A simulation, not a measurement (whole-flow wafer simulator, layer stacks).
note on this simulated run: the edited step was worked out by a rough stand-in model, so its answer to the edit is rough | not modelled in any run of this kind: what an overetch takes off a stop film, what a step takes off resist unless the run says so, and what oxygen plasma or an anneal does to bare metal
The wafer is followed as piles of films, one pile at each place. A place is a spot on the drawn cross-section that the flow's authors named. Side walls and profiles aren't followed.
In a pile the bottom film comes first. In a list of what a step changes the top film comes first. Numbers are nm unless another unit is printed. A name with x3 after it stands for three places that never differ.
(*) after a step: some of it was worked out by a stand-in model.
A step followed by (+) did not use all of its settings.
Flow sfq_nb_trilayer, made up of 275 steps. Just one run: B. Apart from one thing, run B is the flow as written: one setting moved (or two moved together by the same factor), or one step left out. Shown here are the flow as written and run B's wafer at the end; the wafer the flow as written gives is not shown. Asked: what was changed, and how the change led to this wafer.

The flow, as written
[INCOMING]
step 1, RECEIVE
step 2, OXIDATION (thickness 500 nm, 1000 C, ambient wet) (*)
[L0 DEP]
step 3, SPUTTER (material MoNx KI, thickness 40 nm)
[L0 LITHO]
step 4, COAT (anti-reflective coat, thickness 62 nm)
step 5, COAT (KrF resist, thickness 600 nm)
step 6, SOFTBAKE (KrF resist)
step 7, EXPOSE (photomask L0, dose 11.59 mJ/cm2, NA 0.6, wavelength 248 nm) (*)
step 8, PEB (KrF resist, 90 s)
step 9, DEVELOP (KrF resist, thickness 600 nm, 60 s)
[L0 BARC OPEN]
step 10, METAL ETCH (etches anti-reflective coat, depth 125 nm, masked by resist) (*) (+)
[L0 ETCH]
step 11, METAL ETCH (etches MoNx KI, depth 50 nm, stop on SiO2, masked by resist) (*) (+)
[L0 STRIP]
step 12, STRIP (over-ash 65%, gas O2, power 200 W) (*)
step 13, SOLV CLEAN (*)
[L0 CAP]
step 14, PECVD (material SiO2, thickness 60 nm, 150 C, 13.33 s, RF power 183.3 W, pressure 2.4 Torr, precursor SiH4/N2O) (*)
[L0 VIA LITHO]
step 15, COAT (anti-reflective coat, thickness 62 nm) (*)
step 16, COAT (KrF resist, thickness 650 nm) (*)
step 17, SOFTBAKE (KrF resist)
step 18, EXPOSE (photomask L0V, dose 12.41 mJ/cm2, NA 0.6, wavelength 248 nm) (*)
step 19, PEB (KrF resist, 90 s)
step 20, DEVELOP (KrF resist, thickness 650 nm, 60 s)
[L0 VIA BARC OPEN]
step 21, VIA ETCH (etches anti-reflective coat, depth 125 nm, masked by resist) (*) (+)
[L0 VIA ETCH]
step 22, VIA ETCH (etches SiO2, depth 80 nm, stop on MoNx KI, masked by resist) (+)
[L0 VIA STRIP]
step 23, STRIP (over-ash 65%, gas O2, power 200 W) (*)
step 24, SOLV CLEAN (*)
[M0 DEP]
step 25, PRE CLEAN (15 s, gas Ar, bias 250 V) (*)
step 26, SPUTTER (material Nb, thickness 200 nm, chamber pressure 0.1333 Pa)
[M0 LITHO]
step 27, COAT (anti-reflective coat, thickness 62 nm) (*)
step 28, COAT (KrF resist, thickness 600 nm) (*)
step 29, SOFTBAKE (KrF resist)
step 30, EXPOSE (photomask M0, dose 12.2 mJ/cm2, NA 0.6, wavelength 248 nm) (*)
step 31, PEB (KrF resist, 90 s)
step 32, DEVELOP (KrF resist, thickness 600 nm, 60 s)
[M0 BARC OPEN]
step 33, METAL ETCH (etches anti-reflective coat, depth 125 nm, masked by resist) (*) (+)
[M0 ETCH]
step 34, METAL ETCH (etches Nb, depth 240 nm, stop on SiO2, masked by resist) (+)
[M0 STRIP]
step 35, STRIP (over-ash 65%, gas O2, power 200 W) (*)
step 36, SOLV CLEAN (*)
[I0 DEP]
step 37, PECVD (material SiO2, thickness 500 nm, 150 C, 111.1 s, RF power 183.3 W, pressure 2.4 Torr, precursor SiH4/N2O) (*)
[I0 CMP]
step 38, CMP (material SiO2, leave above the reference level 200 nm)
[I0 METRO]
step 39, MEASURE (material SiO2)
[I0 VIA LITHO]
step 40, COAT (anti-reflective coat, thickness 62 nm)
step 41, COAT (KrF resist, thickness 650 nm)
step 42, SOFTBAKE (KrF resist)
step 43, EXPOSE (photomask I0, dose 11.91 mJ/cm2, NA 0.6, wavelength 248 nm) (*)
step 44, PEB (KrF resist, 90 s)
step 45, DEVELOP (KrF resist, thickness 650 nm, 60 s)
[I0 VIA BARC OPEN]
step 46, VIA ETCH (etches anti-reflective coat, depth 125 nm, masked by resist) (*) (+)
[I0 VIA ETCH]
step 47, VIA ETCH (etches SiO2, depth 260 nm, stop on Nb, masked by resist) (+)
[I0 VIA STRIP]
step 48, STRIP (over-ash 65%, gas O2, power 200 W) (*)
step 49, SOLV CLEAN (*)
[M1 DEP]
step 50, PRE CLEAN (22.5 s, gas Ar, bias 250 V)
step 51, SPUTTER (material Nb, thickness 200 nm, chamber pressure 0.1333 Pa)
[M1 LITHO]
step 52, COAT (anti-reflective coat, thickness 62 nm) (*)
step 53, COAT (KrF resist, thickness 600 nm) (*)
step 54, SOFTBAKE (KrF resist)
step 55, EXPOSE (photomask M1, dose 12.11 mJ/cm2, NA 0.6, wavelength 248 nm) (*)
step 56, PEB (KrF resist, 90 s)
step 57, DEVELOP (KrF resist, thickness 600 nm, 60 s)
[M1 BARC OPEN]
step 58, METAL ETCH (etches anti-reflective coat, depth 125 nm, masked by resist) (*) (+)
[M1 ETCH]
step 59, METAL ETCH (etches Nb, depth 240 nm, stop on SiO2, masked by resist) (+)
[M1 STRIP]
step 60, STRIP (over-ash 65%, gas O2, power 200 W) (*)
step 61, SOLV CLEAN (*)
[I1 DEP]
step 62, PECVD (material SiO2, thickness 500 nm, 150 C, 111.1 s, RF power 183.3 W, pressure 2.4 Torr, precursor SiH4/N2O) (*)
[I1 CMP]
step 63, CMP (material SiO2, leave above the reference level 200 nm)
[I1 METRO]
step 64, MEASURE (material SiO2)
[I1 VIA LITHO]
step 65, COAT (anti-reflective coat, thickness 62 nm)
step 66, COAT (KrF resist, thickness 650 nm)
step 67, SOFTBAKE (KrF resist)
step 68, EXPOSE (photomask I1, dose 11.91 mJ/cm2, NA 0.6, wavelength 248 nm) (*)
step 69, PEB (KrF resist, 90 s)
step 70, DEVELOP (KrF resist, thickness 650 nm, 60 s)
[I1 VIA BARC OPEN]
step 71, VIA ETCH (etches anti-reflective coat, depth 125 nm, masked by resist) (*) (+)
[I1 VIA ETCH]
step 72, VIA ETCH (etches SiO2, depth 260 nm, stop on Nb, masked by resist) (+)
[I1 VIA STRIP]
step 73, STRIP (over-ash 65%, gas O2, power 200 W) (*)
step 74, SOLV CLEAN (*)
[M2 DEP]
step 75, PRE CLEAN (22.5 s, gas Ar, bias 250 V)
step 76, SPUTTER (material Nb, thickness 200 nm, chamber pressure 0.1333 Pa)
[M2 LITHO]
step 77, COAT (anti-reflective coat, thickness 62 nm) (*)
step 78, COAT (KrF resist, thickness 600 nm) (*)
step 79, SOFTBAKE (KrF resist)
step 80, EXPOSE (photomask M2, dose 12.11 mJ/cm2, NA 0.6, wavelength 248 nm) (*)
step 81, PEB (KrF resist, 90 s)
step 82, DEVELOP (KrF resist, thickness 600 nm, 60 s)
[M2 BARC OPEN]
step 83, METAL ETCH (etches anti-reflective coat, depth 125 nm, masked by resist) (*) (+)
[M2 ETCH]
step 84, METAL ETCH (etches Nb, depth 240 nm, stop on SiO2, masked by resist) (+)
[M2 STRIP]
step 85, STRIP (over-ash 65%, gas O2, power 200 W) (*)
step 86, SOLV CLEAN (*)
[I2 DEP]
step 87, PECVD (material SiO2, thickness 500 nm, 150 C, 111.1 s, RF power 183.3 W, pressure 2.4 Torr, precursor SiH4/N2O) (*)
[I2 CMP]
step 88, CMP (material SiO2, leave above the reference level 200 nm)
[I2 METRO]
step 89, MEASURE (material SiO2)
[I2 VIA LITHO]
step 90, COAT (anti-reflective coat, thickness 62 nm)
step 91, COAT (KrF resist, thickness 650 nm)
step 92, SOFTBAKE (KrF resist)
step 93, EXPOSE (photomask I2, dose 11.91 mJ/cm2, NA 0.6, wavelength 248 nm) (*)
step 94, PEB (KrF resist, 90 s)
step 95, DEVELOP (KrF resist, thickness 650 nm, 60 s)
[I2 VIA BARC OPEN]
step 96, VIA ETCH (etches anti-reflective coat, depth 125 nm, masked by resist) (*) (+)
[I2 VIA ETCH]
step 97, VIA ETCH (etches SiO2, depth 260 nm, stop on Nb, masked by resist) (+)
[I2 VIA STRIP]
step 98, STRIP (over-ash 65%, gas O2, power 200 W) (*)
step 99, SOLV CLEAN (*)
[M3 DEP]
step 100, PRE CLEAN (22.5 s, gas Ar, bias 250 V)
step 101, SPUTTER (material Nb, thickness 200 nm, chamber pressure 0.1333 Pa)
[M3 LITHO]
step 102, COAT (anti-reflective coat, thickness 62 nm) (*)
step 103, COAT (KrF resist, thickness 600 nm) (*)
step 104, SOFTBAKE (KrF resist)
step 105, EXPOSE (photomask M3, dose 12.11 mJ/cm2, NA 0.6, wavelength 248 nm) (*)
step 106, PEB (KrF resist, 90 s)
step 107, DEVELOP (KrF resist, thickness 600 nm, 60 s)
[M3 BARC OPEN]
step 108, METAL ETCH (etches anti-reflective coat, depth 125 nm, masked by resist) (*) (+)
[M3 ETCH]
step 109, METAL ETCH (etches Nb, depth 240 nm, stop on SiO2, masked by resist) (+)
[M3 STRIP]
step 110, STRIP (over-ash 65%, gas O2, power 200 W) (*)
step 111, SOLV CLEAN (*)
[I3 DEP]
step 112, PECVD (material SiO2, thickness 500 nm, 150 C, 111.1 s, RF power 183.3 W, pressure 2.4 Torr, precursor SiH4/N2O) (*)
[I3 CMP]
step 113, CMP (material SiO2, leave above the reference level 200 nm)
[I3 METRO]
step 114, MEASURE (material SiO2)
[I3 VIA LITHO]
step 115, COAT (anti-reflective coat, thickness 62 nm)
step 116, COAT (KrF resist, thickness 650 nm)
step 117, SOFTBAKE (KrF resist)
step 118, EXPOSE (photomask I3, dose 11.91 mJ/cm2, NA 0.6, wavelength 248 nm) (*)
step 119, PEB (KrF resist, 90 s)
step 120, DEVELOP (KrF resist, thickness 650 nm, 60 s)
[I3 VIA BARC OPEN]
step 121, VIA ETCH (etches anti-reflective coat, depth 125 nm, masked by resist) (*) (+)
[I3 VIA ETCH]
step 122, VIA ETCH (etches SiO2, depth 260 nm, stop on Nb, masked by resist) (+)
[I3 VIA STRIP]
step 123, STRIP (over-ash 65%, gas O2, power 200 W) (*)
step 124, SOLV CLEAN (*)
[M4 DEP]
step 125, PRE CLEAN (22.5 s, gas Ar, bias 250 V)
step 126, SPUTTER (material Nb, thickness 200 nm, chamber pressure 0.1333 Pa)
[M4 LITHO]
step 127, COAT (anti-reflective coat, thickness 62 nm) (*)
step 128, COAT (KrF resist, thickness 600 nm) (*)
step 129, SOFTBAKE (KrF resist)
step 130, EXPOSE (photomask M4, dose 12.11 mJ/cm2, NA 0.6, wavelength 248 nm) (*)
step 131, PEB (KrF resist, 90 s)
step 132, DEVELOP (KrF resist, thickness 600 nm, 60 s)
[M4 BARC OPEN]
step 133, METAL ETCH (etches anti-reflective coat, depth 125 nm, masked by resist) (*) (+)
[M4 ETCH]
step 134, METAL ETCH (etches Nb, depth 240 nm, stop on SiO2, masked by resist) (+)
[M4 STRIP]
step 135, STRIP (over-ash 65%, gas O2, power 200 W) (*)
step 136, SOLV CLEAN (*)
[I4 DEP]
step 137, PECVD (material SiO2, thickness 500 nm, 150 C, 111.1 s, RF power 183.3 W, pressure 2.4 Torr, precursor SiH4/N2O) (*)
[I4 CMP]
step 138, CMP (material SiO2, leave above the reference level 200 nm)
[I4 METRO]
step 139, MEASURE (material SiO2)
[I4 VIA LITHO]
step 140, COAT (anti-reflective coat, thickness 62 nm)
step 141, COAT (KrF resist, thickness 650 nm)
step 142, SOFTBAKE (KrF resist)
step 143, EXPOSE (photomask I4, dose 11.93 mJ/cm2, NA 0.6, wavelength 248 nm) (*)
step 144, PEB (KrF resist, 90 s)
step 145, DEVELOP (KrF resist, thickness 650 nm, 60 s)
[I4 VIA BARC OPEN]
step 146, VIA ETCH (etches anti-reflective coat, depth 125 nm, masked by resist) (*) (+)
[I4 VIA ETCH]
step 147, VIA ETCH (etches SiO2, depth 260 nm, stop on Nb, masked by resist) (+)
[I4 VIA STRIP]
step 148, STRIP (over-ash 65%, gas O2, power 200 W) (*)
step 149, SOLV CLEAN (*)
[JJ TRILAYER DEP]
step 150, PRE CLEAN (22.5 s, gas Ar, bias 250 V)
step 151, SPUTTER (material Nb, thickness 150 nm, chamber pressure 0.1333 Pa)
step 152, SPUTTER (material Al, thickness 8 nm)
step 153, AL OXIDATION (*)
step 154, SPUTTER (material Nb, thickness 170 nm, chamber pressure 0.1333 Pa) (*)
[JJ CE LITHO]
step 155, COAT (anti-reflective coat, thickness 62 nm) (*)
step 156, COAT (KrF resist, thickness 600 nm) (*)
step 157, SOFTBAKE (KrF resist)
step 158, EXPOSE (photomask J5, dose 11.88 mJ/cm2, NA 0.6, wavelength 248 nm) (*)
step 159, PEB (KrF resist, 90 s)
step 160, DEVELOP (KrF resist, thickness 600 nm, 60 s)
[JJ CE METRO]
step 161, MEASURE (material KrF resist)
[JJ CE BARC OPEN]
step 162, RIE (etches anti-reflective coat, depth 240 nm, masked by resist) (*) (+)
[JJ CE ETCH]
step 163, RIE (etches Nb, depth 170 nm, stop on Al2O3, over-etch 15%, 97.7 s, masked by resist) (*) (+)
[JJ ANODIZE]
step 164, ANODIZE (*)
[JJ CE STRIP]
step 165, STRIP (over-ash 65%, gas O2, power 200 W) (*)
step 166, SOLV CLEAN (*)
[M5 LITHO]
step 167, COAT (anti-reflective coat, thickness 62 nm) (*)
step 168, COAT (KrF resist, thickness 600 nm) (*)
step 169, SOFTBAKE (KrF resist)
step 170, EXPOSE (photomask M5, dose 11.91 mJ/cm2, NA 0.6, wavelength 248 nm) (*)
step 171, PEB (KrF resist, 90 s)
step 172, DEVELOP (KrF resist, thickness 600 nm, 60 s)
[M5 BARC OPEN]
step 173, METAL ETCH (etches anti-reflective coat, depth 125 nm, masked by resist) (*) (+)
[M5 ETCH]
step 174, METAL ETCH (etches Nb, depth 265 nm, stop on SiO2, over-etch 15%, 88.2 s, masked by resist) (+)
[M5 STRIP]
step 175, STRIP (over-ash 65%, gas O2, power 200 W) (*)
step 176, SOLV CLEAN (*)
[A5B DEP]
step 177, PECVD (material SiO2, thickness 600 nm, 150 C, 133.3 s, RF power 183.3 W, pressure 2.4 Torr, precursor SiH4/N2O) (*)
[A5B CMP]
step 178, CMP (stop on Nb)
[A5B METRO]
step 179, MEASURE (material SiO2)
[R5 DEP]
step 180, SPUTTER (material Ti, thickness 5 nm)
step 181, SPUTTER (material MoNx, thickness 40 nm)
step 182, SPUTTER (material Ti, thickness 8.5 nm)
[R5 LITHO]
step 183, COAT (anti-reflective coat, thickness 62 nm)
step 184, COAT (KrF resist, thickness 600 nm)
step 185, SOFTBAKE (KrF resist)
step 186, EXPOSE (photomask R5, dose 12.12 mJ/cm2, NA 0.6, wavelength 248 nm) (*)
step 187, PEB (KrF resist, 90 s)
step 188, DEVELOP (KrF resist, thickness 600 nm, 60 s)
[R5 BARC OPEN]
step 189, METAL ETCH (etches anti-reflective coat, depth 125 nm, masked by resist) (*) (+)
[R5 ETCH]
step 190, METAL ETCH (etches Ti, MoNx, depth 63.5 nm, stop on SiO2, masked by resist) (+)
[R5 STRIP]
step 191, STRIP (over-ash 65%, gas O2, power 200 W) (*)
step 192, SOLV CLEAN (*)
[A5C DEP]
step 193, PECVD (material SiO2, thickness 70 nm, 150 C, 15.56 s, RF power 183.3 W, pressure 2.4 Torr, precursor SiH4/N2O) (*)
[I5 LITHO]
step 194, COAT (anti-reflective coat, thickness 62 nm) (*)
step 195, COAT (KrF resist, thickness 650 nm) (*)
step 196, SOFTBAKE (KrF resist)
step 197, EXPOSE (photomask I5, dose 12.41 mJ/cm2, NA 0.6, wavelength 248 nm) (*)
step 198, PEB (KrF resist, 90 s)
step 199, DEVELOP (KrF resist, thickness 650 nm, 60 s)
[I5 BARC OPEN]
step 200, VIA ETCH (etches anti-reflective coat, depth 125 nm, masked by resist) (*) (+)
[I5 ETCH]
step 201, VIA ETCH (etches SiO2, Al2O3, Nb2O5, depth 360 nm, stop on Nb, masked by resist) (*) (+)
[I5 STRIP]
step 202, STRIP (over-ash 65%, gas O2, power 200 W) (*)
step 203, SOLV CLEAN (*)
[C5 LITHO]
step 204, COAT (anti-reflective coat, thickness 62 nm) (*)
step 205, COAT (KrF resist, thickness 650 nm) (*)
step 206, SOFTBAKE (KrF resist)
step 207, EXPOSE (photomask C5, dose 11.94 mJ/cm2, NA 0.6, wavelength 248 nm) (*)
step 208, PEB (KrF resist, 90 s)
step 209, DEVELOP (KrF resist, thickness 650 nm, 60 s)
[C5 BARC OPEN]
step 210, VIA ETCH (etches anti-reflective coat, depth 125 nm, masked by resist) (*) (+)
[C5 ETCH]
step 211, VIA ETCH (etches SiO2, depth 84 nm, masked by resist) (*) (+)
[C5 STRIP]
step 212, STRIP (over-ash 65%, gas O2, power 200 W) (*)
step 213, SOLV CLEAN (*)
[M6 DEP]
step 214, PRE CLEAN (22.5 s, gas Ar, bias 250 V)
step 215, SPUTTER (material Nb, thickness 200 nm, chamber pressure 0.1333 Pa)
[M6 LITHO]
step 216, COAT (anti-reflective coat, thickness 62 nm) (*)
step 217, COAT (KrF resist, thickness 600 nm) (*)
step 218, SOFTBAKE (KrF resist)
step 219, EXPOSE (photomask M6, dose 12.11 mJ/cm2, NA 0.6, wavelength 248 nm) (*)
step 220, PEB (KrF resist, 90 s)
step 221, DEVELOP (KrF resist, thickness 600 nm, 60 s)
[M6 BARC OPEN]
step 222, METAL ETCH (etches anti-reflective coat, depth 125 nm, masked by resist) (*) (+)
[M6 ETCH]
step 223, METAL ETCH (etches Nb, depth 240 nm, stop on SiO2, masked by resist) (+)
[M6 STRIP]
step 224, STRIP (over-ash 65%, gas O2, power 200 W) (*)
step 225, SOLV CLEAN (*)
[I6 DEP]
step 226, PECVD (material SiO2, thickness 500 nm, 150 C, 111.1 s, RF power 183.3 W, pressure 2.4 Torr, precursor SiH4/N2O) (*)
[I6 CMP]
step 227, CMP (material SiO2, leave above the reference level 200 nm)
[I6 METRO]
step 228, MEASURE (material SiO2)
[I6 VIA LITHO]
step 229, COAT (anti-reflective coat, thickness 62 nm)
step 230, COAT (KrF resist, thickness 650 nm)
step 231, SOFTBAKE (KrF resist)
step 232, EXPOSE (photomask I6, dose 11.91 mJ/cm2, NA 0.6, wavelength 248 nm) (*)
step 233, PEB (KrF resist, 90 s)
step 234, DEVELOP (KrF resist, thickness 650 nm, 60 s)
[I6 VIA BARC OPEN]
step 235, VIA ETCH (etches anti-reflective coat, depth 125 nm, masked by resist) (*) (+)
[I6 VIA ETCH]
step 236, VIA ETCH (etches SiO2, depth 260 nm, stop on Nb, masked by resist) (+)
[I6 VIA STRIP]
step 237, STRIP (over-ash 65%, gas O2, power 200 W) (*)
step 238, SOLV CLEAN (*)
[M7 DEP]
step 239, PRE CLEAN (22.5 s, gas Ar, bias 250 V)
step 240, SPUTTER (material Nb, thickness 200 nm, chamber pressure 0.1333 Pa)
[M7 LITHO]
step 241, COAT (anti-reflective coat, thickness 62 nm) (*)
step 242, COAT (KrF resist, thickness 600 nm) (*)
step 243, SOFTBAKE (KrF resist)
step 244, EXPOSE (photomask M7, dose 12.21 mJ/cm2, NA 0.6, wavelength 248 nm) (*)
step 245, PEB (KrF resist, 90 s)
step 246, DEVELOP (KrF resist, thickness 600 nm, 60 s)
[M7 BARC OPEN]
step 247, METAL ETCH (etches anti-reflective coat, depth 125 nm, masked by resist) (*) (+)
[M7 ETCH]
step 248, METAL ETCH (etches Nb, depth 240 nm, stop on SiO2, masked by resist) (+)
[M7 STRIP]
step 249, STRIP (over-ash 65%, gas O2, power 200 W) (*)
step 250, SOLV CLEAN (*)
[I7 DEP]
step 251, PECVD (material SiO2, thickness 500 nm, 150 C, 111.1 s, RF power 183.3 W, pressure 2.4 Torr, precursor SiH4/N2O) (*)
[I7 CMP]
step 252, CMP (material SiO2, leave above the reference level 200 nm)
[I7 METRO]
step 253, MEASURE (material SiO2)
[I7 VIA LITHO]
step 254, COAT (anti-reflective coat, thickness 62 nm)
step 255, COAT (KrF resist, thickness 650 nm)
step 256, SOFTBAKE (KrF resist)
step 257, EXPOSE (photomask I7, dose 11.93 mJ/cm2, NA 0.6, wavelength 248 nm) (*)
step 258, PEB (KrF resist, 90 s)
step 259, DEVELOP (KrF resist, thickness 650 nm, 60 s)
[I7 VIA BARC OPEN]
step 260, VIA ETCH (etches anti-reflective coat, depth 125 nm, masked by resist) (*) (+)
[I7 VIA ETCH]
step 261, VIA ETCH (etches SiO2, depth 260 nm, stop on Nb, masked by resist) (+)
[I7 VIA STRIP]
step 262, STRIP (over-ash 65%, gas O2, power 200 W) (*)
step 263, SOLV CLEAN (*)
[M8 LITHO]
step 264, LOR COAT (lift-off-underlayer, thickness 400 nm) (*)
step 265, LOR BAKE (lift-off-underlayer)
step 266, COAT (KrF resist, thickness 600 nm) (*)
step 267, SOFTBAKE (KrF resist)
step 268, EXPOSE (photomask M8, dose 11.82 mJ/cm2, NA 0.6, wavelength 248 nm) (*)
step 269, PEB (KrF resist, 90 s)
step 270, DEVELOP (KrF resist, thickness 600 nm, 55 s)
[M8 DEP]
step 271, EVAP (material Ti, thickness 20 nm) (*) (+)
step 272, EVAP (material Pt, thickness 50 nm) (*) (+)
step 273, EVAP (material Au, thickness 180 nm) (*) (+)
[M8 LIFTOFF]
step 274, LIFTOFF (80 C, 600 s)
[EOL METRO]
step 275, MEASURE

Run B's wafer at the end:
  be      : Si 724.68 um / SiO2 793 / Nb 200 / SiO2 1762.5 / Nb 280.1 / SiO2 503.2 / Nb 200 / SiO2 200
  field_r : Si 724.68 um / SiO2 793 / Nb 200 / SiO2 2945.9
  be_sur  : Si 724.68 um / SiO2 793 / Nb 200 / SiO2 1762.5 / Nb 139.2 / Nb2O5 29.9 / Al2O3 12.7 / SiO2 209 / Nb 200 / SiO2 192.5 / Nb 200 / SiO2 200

The reason: step 2, OXIDATION: thickness 738 nm was run, while the flow as written has thickness 500 nm.

How this came from the change, step by step:
  step 2, OXIDATION (thickness 500 nm, 1000 C, ambient wet) (*)
      field_l, v_sur, via_wl and 103 more: SiO2 gains 738 (new film), chemical SiO2 loses 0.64 (all of it), Si loses 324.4 (as written it would have been: SiO2 gains 500 (new film), chemical SiO2 loses 0.64 (all of it), Si loses 219.7)
